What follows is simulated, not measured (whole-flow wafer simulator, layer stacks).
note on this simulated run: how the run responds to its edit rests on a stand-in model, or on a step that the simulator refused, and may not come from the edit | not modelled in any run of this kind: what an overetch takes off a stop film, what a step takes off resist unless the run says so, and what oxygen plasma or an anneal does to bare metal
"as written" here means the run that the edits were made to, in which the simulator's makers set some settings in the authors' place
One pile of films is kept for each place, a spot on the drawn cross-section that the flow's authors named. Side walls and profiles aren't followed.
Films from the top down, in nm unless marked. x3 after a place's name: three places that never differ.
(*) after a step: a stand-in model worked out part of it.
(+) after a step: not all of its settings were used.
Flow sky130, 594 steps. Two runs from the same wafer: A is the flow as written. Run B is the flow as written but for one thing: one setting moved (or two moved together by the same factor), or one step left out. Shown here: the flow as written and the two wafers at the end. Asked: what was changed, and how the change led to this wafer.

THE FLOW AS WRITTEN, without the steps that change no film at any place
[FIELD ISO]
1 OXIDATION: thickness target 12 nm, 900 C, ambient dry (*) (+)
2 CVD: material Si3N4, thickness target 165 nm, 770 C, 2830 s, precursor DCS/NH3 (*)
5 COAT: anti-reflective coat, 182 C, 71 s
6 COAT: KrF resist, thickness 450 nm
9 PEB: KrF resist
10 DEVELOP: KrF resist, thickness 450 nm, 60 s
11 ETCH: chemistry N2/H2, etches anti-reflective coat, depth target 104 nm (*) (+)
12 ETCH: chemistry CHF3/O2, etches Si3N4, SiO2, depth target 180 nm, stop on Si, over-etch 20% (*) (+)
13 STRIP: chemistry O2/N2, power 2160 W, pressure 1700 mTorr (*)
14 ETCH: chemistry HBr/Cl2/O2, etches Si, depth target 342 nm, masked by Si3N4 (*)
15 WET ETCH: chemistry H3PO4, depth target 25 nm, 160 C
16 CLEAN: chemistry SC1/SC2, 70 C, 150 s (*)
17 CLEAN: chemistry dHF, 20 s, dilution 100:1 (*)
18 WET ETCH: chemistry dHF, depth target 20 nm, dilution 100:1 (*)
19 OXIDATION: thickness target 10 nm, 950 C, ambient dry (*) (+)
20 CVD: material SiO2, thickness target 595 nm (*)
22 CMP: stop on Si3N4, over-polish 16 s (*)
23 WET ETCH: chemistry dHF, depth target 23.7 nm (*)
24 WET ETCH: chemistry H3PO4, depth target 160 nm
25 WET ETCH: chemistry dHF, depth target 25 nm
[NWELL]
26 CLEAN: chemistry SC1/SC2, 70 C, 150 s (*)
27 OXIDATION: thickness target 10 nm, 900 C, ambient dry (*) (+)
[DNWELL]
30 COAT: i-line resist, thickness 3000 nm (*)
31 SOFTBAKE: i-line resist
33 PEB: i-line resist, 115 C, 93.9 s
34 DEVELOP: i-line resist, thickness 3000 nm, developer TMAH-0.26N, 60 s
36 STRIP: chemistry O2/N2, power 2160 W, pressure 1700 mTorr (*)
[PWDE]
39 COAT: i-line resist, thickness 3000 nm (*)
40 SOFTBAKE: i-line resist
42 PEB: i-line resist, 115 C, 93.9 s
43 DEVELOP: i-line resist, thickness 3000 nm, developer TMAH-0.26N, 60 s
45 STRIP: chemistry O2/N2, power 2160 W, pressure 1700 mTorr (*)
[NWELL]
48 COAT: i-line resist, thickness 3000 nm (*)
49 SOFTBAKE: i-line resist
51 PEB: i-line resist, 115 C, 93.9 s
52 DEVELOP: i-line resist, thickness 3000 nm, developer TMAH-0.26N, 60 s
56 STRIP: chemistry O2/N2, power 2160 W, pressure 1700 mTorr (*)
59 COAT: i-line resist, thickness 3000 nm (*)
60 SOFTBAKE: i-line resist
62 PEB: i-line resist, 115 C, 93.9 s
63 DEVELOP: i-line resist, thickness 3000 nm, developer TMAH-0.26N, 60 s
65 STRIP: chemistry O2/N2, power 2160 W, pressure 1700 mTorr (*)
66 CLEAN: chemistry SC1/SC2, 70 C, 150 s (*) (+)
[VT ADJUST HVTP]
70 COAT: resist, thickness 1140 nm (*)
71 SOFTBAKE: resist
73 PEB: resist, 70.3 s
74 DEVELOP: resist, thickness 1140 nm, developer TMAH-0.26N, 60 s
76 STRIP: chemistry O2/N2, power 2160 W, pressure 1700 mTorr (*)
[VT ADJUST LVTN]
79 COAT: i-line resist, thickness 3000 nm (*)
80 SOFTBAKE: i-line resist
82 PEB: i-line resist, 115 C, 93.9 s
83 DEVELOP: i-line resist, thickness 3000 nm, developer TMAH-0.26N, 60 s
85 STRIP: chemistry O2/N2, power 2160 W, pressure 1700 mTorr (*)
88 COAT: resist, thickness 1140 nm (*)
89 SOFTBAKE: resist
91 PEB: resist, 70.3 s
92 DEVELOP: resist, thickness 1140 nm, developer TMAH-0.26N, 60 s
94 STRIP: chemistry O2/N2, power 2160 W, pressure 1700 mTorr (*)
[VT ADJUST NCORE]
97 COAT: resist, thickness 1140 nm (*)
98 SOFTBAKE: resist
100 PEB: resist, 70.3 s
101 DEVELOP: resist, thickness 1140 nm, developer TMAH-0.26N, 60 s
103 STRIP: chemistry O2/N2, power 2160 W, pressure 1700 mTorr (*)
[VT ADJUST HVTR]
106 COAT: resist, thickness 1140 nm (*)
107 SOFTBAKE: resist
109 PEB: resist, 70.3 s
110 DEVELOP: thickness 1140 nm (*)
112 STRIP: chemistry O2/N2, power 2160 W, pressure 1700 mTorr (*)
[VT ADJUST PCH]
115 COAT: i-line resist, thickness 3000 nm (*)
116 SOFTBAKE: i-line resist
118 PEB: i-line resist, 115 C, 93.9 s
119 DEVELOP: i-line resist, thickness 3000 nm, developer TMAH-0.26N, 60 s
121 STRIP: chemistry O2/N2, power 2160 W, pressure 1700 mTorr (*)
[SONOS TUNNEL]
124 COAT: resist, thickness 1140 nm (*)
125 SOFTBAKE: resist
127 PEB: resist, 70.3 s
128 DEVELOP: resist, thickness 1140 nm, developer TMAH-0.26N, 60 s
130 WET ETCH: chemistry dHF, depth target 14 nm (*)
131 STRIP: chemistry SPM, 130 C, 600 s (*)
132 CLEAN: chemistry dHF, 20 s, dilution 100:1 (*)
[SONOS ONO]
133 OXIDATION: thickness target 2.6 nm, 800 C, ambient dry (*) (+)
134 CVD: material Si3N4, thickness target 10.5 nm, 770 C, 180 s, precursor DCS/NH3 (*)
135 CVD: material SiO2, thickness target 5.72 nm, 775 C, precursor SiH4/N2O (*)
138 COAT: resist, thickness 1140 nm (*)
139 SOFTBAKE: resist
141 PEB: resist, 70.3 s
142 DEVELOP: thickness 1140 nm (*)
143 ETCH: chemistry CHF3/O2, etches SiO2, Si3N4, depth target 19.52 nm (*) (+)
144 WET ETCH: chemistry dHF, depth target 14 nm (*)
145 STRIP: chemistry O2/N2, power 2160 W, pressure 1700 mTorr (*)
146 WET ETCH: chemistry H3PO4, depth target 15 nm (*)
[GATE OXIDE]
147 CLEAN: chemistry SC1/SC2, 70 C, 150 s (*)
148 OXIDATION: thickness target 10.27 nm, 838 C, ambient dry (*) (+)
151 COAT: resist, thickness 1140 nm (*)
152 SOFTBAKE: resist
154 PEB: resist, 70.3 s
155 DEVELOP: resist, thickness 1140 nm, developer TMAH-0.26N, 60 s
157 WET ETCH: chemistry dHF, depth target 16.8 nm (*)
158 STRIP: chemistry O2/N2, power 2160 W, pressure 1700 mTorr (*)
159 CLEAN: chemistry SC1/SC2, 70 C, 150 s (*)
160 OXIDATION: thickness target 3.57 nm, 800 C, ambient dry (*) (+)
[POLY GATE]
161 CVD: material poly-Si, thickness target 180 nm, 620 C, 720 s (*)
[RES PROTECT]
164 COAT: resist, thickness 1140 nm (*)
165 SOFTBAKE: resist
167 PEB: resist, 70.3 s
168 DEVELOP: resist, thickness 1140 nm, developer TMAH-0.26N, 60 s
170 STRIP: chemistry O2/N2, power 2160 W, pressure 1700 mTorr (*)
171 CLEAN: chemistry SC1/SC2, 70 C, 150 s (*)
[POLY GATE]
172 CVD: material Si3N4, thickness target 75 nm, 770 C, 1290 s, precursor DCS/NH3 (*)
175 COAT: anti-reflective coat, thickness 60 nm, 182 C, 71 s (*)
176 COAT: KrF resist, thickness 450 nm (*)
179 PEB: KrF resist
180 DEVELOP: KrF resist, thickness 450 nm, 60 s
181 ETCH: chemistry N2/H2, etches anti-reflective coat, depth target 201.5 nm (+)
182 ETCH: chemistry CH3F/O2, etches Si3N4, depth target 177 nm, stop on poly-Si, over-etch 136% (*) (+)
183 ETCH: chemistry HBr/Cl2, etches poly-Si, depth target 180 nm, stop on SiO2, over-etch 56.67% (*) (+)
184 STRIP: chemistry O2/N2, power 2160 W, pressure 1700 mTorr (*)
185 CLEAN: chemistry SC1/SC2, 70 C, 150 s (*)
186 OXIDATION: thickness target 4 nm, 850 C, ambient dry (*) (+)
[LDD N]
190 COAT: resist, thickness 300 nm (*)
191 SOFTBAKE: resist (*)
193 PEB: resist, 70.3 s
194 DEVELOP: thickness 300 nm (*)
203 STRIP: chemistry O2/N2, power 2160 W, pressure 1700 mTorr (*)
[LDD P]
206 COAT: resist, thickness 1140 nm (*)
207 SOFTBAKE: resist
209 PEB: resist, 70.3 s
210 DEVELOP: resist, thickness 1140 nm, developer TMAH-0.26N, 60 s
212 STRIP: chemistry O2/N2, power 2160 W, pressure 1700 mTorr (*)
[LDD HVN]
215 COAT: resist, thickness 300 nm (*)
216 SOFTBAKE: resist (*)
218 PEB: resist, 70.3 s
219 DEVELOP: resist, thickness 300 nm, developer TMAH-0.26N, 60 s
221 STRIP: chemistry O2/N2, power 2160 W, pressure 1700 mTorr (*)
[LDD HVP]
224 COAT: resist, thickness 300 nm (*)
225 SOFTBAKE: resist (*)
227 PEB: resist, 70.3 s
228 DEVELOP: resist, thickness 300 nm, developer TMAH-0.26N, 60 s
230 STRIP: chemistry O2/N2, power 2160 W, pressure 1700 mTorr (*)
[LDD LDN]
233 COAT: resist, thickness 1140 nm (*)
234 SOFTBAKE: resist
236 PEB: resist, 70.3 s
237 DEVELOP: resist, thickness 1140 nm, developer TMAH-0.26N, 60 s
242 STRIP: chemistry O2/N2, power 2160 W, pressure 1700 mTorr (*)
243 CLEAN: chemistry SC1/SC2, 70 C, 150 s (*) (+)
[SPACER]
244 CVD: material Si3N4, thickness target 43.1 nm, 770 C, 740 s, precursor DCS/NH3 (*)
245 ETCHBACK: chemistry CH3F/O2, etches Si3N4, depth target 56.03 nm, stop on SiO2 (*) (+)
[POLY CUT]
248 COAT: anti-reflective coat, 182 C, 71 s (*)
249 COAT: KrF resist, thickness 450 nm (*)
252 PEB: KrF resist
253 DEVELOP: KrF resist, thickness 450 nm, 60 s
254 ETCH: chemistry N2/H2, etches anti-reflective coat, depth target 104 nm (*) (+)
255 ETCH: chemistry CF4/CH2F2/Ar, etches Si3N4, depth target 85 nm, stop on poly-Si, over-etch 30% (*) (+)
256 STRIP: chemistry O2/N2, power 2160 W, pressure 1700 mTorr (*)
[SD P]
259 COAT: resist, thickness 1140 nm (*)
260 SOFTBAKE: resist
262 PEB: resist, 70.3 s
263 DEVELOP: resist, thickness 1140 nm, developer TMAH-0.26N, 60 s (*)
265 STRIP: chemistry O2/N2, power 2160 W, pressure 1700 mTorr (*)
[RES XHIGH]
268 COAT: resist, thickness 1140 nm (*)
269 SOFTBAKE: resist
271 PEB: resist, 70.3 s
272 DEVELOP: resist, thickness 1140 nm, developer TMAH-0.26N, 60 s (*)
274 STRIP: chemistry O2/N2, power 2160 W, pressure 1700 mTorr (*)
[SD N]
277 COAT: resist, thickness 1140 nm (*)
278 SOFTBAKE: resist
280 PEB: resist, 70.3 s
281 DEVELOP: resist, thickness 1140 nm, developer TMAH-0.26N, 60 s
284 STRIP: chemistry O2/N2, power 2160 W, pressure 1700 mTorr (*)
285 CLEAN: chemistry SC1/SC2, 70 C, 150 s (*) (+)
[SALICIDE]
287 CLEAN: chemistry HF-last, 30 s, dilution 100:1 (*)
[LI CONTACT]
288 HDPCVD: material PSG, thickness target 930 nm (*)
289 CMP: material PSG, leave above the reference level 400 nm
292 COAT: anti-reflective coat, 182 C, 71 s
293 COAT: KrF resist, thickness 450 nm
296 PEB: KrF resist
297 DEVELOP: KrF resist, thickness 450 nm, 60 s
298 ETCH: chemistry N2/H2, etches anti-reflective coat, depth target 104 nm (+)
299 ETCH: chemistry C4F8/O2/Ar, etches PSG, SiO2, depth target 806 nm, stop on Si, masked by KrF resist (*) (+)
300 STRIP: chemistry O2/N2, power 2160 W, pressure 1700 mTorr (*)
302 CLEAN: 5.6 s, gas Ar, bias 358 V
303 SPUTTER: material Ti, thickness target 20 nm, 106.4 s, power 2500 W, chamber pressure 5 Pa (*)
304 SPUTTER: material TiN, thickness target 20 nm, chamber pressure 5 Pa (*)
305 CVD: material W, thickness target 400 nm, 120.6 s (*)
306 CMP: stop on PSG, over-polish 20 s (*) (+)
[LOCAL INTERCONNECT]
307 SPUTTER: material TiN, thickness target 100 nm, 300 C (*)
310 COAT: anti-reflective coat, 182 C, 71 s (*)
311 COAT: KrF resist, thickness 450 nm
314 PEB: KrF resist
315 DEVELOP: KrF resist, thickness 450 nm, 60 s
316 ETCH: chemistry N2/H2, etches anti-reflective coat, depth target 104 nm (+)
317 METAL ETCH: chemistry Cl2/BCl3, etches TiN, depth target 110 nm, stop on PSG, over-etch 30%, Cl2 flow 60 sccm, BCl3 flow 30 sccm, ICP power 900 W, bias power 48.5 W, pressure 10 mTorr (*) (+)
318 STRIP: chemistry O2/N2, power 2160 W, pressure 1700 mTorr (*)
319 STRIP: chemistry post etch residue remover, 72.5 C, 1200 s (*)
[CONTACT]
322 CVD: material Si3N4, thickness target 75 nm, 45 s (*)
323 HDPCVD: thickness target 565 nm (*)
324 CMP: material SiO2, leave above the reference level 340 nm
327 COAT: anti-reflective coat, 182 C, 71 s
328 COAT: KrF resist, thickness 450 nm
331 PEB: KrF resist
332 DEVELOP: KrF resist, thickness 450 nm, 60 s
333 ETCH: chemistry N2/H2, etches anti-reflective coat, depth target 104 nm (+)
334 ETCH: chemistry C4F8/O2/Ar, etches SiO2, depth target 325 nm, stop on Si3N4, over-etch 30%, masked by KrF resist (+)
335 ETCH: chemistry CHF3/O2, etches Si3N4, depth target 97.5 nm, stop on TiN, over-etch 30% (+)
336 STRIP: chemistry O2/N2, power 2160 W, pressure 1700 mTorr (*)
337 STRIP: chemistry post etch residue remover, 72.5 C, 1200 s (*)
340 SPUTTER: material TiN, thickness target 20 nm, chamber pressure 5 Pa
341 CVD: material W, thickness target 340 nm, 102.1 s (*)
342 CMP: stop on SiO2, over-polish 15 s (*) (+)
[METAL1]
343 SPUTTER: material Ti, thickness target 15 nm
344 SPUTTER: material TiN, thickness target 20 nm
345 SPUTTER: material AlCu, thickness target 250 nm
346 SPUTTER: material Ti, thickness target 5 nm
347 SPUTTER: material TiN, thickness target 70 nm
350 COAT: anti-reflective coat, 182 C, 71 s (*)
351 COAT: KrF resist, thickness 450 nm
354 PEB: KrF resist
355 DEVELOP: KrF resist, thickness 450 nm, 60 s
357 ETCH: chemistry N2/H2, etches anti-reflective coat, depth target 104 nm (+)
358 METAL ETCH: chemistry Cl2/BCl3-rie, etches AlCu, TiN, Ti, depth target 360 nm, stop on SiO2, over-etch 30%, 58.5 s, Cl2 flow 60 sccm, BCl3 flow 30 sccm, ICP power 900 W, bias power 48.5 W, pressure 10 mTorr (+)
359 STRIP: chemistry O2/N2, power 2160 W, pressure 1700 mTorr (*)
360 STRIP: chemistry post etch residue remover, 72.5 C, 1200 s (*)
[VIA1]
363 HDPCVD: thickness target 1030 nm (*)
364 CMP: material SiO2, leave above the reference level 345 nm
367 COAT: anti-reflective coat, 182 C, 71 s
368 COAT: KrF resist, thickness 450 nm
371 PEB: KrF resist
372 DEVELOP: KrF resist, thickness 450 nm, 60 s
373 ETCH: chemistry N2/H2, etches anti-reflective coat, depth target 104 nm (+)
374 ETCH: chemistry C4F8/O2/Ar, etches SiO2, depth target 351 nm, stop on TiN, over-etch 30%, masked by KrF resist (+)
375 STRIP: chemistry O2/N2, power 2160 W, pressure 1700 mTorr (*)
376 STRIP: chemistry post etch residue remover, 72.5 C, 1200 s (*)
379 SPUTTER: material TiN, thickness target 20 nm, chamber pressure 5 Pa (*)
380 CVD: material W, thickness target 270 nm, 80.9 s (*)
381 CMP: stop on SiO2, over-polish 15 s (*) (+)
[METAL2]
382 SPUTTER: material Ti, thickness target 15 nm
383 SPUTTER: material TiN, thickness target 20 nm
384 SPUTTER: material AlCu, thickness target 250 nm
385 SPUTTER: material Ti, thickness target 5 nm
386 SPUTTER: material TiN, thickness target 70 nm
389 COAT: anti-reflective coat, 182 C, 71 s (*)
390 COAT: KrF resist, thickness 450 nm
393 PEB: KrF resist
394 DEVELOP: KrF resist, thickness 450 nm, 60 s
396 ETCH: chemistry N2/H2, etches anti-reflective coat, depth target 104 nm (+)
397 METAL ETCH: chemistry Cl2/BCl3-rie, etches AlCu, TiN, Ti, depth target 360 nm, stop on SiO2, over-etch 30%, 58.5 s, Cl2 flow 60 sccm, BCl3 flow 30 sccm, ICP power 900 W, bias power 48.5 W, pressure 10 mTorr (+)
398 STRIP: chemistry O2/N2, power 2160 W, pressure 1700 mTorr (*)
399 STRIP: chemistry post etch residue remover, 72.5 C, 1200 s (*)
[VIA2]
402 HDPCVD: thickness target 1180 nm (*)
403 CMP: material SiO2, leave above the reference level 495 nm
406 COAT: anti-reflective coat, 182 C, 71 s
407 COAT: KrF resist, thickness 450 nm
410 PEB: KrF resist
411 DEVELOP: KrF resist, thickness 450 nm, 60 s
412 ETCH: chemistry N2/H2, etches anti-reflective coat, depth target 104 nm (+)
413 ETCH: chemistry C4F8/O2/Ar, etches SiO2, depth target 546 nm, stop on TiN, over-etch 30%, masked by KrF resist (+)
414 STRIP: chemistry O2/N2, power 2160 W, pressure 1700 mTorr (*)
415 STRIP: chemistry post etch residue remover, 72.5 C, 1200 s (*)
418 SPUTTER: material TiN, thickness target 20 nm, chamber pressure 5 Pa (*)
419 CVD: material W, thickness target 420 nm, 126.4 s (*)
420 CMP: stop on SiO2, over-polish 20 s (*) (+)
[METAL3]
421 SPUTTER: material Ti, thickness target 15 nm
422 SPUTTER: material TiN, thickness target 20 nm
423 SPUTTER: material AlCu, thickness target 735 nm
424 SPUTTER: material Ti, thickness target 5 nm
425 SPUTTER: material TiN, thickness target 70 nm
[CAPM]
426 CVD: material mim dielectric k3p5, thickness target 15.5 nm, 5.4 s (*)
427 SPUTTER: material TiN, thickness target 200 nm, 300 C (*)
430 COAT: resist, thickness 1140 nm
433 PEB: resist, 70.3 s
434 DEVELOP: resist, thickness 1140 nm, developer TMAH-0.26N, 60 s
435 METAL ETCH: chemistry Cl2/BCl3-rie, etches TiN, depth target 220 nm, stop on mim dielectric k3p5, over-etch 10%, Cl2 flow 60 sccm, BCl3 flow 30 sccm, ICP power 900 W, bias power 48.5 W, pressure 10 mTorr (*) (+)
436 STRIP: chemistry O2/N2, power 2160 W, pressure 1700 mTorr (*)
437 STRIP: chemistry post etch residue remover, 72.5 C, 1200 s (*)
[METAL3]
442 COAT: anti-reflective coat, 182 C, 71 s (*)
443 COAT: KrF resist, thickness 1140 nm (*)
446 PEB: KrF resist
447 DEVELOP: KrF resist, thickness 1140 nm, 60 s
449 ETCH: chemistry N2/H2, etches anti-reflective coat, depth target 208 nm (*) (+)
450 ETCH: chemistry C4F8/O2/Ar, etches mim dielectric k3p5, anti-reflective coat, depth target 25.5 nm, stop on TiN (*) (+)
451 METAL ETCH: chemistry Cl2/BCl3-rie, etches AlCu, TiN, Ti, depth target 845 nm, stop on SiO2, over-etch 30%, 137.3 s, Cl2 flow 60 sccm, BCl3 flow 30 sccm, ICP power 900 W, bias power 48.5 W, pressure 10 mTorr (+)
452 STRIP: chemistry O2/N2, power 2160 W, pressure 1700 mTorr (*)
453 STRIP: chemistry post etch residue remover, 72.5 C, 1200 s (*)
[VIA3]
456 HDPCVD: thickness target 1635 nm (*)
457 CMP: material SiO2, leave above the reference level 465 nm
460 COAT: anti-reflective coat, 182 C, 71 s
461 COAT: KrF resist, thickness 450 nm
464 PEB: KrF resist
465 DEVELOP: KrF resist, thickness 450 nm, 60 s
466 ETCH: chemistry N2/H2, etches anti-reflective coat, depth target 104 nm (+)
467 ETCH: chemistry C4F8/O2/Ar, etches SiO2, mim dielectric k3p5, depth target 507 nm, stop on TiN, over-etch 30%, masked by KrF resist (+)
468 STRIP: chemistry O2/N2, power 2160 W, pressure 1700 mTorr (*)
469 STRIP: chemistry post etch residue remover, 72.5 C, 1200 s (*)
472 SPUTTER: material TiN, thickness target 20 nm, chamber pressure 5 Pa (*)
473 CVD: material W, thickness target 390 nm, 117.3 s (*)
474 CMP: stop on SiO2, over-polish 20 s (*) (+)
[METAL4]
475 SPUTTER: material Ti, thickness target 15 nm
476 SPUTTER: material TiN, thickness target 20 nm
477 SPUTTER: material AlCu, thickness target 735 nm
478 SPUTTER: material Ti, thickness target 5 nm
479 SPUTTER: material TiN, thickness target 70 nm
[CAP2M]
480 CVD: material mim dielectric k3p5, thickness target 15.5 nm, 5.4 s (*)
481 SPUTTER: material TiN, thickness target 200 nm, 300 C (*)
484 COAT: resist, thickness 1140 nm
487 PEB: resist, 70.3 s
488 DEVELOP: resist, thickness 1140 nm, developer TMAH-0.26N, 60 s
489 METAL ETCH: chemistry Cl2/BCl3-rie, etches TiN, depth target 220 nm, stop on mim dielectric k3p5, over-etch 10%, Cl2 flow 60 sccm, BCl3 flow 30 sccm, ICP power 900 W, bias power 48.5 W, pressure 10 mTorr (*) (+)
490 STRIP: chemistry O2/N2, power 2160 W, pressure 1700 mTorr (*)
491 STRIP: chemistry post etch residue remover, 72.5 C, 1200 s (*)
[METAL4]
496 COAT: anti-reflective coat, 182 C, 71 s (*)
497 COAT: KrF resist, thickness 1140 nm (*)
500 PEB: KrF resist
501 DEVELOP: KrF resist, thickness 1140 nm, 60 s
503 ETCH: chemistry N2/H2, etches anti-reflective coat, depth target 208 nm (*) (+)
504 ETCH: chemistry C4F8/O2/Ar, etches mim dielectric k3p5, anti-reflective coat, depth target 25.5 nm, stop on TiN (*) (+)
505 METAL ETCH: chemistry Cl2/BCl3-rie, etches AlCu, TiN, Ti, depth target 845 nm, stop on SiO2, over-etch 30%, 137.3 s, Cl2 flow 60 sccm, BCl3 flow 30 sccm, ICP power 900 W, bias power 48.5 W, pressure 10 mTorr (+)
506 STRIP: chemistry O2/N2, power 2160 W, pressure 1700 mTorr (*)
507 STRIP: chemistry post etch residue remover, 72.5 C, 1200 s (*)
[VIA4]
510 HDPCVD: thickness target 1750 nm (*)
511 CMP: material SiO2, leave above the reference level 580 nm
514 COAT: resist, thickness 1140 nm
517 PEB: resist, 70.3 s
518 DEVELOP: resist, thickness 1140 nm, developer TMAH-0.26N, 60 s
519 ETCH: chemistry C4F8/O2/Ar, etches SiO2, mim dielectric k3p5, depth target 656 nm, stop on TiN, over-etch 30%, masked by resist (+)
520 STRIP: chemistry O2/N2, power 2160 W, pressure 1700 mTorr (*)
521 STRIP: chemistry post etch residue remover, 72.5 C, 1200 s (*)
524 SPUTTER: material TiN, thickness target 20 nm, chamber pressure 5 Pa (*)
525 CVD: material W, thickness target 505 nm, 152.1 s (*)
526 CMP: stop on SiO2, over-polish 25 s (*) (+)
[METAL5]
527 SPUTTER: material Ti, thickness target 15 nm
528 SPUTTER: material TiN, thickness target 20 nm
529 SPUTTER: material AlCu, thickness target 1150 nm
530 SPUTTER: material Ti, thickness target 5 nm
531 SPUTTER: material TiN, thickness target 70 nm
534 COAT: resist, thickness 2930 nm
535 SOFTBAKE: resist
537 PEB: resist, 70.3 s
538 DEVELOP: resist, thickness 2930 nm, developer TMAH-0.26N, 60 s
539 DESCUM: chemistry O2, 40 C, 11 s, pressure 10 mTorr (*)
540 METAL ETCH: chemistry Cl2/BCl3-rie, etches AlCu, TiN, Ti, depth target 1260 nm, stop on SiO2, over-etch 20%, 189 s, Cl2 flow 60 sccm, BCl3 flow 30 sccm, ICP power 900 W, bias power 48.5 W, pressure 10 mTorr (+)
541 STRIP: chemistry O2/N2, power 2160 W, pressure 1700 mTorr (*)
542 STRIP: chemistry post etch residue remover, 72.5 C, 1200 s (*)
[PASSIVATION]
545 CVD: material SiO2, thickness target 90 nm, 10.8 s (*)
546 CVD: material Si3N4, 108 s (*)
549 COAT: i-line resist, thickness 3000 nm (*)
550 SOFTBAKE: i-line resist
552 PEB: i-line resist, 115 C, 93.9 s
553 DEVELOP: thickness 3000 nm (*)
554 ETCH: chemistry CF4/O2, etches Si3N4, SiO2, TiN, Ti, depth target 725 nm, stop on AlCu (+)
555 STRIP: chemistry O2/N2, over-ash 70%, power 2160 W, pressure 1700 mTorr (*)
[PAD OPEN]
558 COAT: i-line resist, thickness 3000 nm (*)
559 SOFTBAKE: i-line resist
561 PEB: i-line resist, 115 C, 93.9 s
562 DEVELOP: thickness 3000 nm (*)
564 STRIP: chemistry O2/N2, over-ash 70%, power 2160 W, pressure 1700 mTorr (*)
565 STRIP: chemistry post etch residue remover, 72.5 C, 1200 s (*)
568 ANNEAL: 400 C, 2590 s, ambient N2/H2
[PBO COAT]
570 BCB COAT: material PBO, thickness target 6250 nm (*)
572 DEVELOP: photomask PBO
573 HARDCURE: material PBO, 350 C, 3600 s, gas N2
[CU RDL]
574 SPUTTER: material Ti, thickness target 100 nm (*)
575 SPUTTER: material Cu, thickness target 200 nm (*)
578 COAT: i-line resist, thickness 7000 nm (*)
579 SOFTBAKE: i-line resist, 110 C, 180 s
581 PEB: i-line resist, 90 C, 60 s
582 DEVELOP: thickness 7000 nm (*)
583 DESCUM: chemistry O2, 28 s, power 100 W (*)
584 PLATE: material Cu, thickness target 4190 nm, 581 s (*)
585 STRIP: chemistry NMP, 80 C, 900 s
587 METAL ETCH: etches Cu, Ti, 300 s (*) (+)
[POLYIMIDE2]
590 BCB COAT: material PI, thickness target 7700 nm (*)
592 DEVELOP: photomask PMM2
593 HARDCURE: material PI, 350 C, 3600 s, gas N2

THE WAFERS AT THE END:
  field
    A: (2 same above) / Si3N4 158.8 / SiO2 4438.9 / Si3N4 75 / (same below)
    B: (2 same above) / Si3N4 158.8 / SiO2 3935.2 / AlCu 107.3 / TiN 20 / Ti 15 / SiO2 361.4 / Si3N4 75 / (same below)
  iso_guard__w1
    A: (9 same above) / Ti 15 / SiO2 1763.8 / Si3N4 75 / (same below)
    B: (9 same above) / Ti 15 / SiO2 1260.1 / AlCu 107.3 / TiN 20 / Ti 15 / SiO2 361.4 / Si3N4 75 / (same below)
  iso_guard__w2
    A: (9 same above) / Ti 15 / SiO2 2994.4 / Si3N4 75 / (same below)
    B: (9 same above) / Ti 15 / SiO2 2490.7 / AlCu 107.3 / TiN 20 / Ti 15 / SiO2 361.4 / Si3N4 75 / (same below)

The cause: step 358, METAL ETCH: depth target 162 nm was run, where the flow has depth target 360 nm; step 358, METAL ETCH: 26.3 s was run, where the flow has 58.5 s.

How the change led to this, step by step:
  358 METAL ETCH: chemistry Cl2/BCl3-rie, etches AlCu, TiN, Ti, depth target 360 nm, stop on SiO2, over-etch 30%, 58.5 s, Cl2 flow 60 sccm, BCl3 flow 30 sccm, ICP power 900 W, bias power 48.5 W, pressure 10 mTorr (+)
      field, active, gate and 81 more: A TiN -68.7 (all of it), Ti -5 (all of it), AlCu -250 (all of it), TiN -20 (all of it), Ti -15 (all of it), SiO2 -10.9 | B TiN -68.7 (all of it), Ti -5 (all of it), AlCu -136.9
      n_well, p_well, gate_hv and 104 more: A KrF resist -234 | B KrF resist -105.3
  359 STRIP: chemistry O2/N2, power 2160 W, pressure 1700 mTorr (*)
      n_well, p_well, gate_hv and 100 more: A KrF resist -143.8 (all of it), anti-reflective coat -80 (all of it) | B KrF resist -272.5 (all of it), anti-reflective coat -80 (all of it)
      poly_licon, ndiff_licon, ndiff_licon_cpp, rpo_hd_licon: A KrF resist -143.9 (all of it), anti-reflective coat -80.5 (all of it) | B KrF resist -272.6 (all of it), anti-reflective coat -80.5 (all of it)
  360 STRIP: chemistry post etch residue remover, 72.5 C, 1200 s (*)
      field, active, gate and 81 more: A nothing | B AlCu -5.72
  363 HDPCVD: thickness target 1030 nm (*)
      field, active, gate and 81 more: A SiO2 +1030 | B SiO2 +1030 (new film)
  364 CMP: material SiO2, leave above the reference level 345 nm
      field, active, gate and 81 more: A SiO2 -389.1 | B SiO2 -542.3
Counting metal films that touch as one body, field has 1 body; the flow as written gives 0 bodies.
Counting metal films that touch as one body, iso_guard__w1 has 2 bodies (between them, from the top down: SiO2 1260.1); the flow as written gives 1 body.
Counting metal films that touch as one body, iso_guard__w2 has 2 bodies (between them, from the top down: SiO2 2490.7); the flow as written gives 1 body.
